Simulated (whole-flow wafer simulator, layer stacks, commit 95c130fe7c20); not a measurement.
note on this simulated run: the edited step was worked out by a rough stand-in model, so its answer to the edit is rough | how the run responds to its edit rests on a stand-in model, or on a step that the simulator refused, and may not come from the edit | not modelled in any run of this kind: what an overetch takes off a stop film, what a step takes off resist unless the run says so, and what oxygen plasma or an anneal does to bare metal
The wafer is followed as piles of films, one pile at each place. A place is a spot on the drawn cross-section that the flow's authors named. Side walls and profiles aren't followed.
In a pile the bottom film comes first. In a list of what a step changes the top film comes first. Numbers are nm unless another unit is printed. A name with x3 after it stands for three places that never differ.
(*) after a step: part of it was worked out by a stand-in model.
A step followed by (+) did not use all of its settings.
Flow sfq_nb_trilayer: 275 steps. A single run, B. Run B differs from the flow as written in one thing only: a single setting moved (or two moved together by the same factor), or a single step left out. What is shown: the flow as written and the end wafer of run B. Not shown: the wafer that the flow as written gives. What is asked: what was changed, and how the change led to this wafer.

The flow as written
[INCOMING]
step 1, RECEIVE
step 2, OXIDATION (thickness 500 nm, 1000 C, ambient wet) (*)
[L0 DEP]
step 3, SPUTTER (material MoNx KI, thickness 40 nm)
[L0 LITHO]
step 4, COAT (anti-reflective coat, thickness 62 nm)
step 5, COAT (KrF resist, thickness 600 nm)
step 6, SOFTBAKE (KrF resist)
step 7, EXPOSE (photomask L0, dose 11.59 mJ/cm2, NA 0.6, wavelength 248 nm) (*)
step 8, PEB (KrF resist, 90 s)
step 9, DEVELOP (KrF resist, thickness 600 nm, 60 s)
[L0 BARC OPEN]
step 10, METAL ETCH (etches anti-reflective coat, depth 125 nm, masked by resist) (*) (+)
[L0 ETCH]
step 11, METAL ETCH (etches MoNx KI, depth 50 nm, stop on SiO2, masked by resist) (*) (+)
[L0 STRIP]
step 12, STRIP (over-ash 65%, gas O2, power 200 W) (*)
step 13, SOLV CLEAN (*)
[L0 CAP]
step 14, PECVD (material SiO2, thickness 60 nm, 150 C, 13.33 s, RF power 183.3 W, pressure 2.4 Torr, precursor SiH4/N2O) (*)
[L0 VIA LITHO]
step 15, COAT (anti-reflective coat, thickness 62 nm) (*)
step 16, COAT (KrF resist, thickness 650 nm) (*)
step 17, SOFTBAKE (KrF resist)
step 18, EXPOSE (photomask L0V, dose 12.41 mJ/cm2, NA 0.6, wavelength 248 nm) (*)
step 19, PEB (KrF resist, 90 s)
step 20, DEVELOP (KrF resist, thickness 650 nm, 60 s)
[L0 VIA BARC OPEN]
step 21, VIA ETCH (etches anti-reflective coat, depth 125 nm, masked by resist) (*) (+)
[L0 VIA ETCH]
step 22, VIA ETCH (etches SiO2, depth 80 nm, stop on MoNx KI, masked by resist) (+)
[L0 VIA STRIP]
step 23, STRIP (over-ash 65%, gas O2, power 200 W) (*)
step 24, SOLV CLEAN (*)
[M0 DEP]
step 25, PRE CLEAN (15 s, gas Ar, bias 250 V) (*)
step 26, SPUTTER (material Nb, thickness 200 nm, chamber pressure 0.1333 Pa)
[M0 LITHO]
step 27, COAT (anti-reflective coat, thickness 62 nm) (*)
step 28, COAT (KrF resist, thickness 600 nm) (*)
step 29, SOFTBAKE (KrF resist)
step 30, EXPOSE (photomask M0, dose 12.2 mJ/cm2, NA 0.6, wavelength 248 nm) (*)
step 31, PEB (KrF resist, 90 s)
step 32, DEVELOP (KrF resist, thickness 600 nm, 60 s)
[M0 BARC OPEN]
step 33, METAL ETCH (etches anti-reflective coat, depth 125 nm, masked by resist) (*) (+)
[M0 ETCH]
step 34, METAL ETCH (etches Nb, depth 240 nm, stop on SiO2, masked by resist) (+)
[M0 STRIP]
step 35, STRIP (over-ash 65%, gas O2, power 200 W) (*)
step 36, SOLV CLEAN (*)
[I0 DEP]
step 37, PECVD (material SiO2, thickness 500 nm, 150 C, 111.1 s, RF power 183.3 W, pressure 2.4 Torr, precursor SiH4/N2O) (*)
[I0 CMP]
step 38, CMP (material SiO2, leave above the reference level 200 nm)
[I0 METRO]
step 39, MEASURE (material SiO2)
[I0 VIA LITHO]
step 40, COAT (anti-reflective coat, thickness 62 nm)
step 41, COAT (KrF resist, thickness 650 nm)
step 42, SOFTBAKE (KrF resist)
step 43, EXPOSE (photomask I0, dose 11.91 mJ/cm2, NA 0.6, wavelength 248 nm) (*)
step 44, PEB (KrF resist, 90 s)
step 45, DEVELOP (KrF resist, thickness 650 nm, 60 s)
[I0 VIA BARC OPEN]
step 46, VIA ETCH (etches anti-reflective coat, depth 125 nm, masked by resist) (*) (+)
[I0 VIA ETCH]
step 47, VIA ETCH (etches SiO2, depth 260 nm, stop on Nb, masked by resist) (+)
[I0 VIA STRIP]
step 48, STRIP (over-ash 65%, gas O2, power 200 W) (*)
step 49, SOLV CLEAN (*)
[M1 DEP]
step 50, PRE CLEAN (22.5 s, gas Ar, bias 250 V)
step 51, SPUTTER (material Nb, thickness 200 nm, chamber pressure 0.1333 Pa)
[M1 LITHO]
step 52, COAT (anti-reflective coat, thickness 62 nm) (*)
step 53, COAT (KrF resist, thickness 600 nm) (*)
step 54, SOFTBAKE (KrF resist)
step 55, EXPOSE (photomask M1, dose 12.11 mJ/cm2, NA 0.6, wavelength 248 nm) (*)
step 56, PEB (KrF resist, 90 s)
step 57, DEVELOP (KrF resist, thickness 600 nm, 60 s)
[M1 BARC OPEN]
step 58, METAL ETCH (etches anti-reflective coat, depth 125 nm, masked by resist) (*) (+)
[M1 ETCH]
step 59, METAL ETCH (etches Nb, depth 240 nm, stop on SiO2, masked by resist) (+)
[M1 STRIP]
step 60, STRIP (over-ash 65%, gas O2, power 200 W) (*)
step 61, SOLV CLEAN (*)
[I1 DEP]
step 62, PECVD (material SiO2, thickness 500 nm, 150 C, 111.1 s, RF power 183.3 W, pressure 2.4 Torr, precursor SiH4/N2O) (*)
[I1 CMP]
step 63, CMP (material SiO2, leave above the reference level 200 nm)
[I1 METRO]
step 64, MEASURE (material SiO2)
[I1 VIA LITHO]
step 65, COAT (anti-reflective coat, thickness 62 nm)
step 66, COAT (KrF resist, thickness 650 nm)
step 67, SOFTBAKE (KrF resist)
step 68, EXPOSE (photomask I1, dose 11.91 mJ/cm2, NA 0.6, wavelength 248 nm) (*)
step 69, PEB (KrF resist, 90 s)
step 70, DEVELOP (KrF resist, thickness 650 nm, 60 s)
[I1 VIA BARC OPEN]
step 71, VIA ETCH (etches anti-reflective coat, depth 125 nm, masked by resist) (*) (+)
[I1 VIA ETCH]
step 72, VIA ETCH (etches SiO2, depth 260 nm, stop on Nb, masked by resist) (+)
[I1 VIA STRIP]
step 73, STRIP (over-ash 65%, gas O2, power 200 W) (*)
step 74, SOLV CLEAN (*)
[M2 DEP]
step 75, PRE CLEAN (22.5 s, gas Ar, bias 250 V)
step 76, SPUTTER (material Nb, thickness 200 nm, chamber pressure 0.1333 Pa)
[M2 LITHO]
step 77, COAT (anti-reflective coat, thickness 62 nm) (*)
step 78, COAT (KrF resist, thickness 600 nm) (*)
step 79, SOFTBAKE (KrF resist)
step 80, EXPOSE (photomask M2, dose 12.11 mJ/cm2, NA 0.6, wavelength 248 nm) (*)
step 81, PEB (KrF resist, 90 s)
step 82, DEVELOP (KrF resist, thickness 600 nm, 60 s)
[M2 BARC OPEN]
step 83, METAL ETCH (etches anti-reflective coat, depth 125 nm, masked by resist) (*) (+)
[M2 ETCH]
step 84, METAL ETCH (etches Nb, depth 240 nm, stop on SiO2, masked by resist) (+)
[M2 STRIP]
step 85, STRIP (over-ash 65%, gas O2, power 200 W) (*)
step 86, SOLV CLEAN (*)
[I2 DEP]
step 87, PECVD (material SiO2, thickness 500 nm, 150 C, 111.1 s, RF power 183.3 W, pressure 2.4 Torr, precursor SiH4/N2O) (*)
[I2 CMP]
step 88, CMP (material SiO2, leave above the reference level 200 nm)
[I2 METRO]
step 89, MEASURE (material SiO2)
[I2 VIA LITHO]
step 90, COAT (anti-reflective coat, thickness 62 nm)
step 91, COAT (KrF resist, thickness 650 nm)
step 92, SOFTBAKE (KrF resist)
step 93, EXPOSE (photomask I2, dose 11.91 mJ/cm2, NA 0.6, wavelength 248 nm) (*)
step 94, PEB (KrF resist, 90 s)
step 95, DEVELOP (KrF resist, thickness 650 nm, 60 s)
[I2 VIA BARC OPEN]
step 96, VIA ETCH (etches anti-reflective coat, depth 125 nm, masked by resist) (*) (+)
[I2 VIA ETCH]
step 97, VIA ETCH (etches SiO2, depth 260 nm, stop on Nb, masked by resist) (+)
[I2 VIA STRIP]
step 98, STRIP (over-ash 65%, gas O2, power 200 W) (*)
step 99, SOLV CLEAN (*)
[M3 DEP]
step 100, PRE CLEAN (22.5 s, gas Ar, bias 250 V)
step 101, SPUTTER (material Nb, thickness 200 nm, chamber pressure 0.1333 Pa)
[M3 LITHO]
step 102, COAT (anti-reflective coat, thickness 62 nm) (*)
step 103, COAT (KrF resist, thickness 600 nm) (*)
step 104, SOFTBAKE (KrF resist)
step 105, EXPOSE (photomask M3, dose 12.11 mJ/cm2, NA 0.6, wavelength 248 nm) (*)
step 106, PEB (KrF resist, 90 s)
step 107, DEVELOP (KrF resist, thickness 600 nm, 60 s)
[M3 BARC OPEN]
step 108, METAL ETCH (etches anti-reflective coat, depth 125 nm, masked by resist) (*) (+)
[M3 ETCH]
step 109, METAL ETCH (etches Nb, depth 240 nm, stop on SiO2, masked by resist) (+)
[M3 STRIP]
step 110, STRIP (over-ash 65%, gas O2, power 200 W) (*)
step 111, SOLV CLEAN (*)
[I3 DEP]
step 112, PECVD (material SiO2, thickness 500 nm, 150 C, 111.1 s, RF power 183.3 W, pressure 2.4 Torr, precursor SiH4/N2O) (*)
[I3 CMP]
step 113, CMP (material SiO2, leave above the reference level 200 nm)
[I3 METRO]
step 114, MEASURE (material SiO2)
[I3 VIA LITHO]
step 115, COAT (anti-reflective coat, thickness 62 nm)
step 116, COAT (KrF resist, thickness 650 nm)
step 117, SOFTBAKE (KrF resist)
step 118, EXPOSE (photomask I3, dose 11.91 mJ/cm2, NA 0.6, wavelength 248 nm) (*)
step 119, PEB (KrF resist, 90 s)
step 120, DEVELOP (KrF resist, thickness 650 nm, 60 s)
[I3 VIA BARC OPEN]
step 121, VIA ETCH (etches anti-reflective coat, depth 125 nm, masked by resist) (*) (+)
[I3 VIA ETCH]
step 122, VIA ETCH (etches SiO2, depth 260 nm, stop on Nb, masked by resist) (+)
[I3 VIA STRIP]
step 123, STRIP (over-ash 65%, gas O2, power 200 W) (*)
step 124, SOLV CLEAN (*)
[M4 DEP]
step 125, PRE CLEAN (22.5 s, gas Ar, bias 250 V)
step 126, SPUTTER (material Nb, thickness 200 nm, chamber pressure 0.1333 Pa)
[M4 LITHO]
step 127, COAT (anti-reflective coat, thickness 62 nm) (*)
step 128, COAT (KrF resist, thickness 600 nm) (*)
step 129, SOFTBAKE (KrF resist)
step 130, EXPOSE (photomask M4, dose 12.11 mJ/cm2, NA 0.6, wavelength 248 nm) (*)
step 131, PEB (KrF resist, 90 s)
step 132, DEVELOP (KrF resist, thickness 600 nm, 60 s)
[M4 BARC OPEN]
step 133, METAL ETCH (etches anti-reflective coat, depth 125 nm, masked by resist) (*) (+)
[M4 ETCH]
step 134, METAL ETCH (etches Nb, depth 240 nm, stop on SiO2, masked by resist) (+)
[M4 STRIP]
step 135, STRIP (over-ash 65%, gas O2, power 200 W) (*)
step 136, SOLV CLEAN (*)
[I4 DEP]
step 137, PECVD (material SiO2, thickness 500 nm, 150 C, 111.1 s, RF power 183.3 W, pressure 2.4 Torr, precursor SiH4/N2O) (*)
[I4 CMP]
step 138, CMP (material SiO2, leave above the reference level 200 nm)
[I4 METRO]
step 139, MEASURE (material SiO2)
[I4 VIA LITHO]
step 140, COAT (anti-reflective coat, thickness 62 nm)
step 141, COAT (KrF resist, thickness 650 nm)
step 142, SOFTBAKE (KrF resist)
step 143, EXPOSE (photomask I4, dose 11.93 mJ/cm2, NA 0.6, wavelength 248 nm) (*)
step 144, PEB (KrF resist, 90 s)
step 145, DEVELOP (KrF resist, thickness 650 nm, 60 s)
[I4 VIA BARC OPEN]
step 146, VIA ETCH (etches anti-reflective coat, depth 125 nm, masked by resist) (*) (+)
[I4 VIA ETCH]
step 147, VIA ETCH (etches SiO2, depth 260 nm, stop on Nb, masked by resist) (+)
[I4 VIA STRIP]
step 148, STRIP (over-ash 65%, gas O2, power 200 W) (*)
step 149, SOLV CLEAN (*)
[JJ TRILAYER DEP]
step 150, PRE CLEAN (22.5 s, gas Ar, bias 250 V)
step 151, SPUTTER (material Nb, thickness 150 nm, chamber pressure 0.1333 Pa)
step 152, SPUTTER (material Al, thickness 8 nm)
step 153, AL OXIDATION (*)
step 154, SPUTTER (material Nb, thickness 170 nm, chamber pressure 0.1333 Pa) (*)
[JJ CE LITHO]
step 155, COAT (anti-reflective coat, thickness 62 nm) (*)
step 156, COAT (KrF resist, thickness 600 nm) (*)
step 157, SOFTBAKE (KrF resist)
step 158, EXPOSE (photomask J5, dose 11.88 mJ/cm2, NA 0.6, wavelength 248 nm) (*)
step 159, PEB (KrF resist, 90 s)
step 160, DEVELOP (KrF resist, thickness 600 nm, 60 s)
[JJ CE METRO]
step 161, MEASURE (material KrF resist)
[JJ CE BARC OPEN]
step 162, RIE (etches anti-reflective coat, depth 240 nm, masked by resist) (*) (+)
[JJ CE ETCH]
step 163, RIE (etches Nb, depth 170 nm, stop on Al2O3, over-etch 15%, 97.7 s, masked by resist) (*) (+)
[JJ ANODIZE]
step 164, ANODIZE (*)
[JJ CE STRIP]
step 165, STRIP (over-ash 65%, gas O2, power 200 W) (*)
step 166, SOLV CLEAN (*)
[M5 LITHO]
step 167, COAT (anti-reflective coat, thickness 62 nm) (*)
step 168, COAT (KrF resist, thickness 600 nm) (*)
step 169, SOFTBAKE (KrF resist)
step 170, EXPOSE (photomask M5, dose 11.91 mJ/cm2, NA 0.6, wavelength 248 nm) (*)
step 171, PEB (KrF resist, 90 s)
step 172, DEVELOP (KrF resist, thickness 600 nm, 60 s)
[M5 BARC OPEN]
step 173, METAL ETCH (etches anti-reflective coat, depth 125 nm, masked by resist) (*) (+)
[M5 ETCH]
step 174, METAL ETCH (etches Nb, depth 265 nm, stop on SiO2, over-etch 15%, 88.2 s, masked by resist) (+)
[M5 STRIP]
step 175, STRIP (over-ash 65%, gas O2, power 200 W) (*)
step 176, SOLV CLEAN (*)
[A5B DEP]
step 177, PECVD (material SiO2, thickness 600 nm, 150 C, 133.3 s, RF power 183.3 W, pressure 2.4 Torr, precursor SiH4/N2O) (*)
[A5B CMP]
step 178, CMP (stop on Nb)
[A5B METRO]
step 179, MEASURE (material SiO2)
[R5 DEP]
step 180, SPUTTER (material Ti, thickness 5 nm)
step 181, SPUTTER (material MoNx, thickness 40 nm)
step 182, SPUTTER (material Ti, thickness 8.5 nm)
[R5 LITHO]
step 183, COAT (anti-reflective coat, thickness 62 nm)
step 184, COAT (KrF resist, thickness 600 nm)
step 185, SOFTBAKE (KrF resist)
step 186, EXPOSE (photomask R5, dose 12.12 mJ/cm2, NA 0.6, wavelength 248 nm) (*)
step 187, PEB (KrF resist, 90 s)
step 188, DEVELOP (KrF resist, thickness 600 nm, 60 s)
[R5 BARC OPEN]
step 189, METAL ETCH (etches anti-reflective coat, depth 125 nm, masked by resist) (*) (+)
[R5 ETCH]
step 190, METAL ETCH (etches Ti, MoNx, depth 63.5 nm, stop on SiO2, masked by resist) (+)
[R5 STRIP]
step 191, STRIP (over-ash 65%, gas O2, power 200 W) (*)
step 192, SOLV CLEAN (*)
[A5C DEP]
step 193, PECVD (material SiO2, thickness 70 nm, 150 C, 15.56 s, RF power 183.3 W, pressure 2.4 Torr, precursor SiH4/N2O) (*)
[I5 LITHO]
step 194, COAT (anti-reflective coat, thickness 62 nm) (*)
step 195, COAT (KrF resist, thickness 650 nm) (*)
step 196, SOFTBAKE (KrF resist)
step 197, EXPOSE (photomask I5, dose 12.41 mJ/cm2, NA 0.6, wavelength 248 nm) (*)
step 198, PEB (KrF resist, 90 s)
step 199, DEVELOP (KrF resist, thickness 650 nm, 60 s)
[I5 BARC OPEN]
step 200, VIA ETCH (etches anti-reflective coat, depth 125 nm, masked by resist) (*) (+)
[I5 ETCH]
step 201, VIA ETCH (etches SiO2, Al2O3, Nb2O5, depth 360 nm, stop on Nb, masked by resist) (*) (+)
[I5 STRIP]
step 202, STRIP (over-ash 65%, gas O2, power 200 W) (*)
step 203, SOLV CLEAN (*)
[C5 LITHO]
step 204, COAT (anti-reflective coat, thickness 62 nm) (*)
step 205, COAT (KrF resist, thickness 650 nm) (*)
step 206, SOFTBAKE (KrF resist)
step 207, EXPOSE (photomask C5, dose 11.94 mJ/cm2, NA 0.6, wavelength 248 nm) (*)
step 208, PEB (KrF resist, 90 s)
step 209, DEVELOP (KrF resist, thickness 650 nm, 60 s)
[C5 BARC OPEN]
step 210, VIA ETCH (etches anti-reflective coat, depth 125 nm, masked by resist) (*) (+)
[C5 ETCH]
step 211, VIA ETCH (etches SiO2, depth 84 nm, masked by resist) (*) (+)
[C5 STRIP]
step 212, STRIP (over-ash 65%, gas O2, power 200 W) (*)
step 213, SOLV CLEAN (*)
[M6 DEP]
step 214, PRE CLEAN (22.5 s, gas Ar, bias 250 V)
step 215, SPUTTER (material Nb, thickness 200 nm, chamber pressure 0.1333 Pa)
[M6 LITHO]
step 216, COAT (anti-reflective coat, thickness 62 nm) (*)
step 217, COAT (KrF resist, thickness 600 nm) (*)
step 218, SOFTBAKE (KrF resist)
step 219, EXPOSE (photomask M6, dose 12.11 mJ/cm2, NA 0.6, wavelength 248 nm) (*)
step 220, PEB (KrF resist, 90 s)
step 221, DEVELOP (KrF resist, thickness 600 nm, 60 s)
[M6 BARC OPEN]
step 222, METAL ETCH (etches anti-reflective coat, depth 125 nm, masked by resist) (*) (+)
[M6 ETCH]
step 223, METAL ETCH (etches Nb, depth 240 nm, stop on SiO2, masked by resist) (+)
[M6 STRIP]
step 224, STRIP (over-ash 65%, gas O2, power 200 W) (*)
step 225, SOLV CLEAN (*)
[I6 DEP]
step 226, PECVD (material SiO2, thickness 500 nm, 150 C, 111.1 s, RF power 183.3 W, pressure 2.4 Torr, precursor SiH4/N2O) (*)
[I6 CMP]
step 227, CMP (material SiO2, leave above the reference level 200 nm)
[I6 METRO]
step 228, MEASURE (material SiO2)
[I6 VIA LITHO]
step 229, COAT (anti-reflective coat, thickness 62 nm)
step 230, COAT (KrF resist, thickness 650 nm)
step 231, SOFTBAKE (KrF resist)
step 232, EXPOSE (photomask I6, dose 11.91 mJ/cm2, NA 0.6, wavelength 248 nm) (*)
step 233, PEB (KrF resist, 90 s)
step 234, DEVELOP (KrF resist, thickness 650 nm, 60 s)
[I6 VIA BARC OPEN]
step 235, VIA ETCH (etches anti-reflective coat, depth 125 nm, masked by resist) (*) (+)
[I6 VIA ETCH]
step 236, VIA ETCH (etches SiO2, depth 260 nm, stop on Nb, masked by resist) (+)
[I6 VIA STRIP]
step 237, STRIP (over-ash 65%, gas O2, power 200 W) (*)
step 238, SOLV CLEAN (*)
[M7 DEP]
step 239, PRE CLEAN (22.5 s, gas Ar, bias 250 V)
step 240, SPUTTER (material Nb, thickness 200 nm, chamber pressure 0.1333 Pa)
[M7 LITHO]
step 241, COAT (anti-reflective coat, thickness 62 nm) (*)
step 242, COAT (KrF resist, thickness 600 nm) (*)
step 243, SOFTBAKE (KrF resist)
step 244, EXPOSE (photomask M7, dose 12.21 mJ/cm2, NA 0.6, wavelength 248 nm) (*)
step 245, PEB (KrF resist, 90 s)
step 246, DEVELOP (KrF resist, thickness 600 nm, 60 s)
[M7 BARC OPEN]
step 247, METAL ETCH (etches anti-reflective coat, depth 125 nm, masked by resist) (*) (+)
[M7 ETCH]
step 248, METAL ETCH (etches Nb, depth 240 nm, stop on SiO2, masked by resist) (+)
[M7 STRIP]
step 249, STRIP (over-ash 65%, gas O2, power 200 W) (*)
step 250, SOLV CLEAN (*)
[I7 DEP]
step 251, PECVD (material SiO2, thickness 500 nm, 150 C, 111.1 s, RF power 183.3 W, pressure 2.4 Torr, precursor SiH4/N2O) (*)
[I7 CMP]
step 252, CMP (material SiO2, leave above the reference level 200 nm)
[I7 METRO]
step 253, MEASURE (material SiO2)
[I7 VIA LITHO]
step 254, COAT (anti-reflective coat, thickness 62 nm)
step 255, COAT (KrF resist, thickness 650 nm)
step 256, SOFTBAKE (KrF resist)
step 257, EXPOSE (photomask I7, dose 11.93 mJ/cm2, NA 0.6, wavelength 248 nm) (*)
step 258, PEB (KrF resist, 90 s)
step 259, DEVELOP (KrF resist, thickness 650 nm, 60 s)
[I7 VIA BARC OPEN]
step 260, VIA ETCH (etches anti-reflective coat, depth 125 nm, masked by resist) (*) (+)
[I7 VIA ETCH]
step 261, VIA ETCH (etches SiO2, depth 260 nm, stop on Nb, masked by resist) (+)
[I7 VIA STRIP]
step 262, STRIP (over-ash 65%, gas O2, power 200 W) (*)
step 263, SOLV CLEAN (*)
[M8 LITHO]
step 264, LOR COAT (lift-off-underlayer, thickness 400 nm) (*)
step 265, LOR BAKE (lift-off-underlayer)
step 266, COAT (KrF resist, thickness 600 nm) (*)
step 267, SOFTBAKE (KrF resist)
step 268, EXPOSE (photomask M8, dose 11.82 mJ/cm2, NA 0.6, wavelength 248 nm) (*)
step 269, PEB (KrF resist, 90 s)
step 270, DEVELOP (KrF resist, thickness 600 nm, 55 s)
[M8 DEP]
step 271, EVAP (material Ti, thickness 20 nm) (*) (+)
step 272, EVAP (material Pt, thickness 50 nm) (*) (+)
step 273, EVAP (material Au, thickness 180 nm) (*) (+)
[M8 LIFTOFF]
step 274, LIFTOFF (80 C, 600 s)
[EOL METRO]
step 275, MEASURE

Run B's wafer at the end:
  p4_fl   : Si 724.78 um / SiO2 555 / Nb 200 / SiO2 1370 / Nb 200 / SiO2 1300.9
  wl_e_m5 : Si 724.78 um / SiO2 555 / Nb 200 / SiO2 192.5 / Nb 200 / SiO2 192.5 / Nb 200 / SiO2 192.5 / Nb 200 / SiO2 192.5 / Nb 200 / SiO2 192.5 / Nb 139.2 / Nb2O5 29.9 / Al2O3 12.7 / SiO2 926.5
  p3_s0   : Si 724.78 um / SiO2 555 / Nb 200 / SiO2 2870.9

What caused this: step 226, PECVD: thickness 225 nm was run, whereas the flow has thickness 500 nm; step 226, PECVD: 50 s was run, where the flow has 111.1 s.

The path from the change to this, step by step:
  step 226, PECVD (material SiO2, thickness 500 nm, 150 C, 111.1 s, RF power 183.3 W, pressure 2.4 Torr, precursor SiH4/N2O) (*)
      field_l, p4_fl, p4_fm and 62 more: +225 SiO2 (it would be, as written: +500 SiO2)
      v_sur, via_wl, via_w and 21 more: +225 SiO2 (new film) (it would be, as written: +500 SiO2 (new film))
      (also at 17 further places)
  step 227, CMP (material SiO2, leave above the reference level 200 nm)
      field_l, p4_fl, p4_fm and 59 more: nothing (it would be, as written: -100 SiO2)
      moat, field_r, lsp_l, ln_m5, lsp_m: nothing (it would be, as written: -93.6 SiO2)
      (also at 39 further places)
  step 229, COAT (anti-reflective coat, thickness 62 nm)
      p3_s1, p3_s3, p3_l4, p3_s4: +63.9 anti-reflective coat (new film) (it would be, as written: +62 anti-reflective coat (new film))
      m0r_space_l, m0r_space_r, m7r_space_l, m7r_space_r: +81.3 anti-reflective coat (new film) (it would be, as written: +62 anti-reflective coat (new film))
      (also at 85 further places)
  step 230, COAT (KrF resist, thickness 650 nm)
      m0r_line_l, m0r_line_r, m7r_line_l, m7r_line_r: +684 KrF resist (new film) (it would be, as written: +650 KrF resist (new film))
      m0r_space_l, m0r_space_r, m7r_space_l, m7r_space_r: +673 KrF resist (new film) (it would be, as written: +650 KrF resist (new film))
      (also at 75 further places)
  step 234, DEVELOP (KrF resist, thickness 650 nm, 60 s)
      via_v: -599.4 KrF resist (all of it) (it would be, as written: -648.6 KrF resist (all of it))
  step 235, VIA ETCH (etches anti-reflective coat, depth 125 nm, masked by resist) (*) (+)
      field_l, v_sur, via_wl and 102 more: -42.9 KrF resist (it would be, as written: -51.7 KrF resist)
      via_v: -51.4 anti-reflective coat (all of it), -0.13 SiO2 (it would be, as written: -62 anti-reflective coat (all of it), -0.16 SiO2)
  step 237, STRIP (over-ash 65%, gas O2, power 200 W) (*)
      m0r_line_l, m0r_line_r, m7r_line_l, m7r_line_r: -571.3 KrF resist (all of it), -61.7 anti-reflective coat (all of it) (it would be, as written: -528.6 KrF resist (all of it), -62 anti-reflective coat (all of it))
      m0r_space_l, m0r_space_r, m7r_space_l, m7r_space_r: -560.4 KrF resist (all of it), -81.3 anti-reflective coat (all of it) (it would be, as written: -528.6 KrF resist (all of it), -62 anti-reflective coat (all of it))
      (also at 93 further places)
  step 240, SPUTTER (material Nb, thickness 200 nm, chamber pressure 0.1333 Pa)
      lsp_r, l0_sur, l0v: +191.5 Nb (new film) (it would be, as written: +200 Nb (new film))
      be: +131 Nb (new film) (it would be, as written: +200 Nb (new film))
      (also at 4 further places)
  step 241, COAT (anti-reflective coat, thickness 62 nm) (*)
      p3_s1, p3_s3, p3_l4, p3_s4: +63.9 anti-reflective coat (new film) (it would be, as written: +62 anti-reflective coat (new film))
      m0r_space_l, m0r_space_r, m7r_space_l, m7r_space_r: +80.1 anti-reflective coat (new film) (it would be, as written: +62 anti-reflective coat (new film))
      (also at 86 further places)
  step 242, COAT (KrF resist, thickness 600 nm) (*)
      m0r_line_l, m0r_line_r, m7r_line_l, m7r_line_r: +632 KrF resist (new film) (it would be, as written: +600 KrF resist (new film))
      m0r_space_l, m0r_space_r, m7r_space_l, m7r_space_r: +623.3 KrF resist (new film) (it would be, as written: +600 KrF resist (new film))
      (also at 77 further places)
  step 246, DEVELOP (KrF resist, thickness 600 nm, 60 s)
      m0r_space_l, m0r_space_r, m7r_space_l, m7r_space_r: -622 KrF resist (all of it) (it would be, as written: -598.7 KrF resist (all of it))
      m0r_line_l, m0r_line_r: -630.7 KrF resist (all of it) (it would be, as written: -598.7 KrF resist (all of it))
      (also at 38 further places)
  step 247, METAL ETCH (etches anti-reflective coat, depth 125 nm, masked by resist) (*) (+)
      m5r_linepad_l, m5r_linepad_r, m8r_pad_l, m8r_pad_r: -125 anti-reflective coat (it would be, as written: -62 anti-reflective coat (all of it))
      v_sur, via_wl, via_w and 38 more: -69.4 KrF resist (it would be, as written: -51.7 KrF resist)
      (also at 51 further places)
  step 248, METAL ETCH (etches Nb, depth 240 nm, stop on SiO2, masked by resist) (+)
      m5r_linepad_l, m5r_linepad_r: -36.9 anti-reflective coat (all of it), -200 Nb (all of it) (it would be, as written: -200 Nb (all of it))
      m8r_pad_l, m8r_pad_r: -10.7 anti-reflective coat (all of it), -200 Nb (all of it) (it would be, as written: -200 Nb (all of it))
      (also at 2 further places)
  step 249, STRIP (over-ash 65%, gas O2, power 200 W) (*)
      m7r_line_l, m7r_line_r: -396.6 KrF resist (all of it), -62.1 anti-reflective coat (all of it) (it would be, as written: -382.4 KrF resist (all of it), -62 anti-reflective coat (all of it))
      v_sur: -296.2 KrF resist (all of it), -40.9 anti-reflective coat (all of it) (it would be, as written: -379.9 KrF resist (all of it), -61.4 anti-reflective coat (all of it))
      (also at 38 further places)
  step 251, PECVD (material SiO2, thickness 500 nm, 150 C, 111.1 s, RF power 183.3 W, pressure 2.4 Torr, precursor SiH4/N2O) (*)
      wl_c_sl, m6r_space_l, m6r_space_r: +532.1 SiO2 (it would be, as written: +500 SiO2)
      be: +340.7 SiO2 (new film) (it would be, as written: +500 SiO2 (new film))
      (also at 3 further places)
  step 252, CMP (material SiO2, leave above the reference level 200 nm)
      field_l, p4_fl, p4_fm and 53 more: nothing (it would be, as written: -100 SiO2)
      field_r, lsp_l: nothing (it would be, as written: -77.7 SiO2)
      (also at 23 further places)
  ... another 8 steps ...
  step 274, LIFTOFF (80 C, 600 s)
      m0r_line_l, m0r_line_r: -180 Au (all of it), -50 Pt (all of it), -20 Ti (all of it), -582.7 KrF resist (all of it), -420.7 lift-off-underlayer (all of it) (it would be, as written: -180 Au (all of it), -50 Pt (all of it), -20 Ti (all of it), -576.2 KrF resist (all of it), -400 lift-off-underlayer (all of it))
      m0r_space_l, m0r_space_r: -180 Au (all of it), -50 Pt (all of it), -20 Ti (all of it), -577.9 KrF resist (all of it), -426.7 lift-off-underlayer (all of it) (it would be, as written: -180 Au (all of it), -50 Pt (all of it), -20 Ti (all of it), -576.2 KrF resist (all of it), -400 lift-off-underlayer (all of it))
      (also at 54 further places)
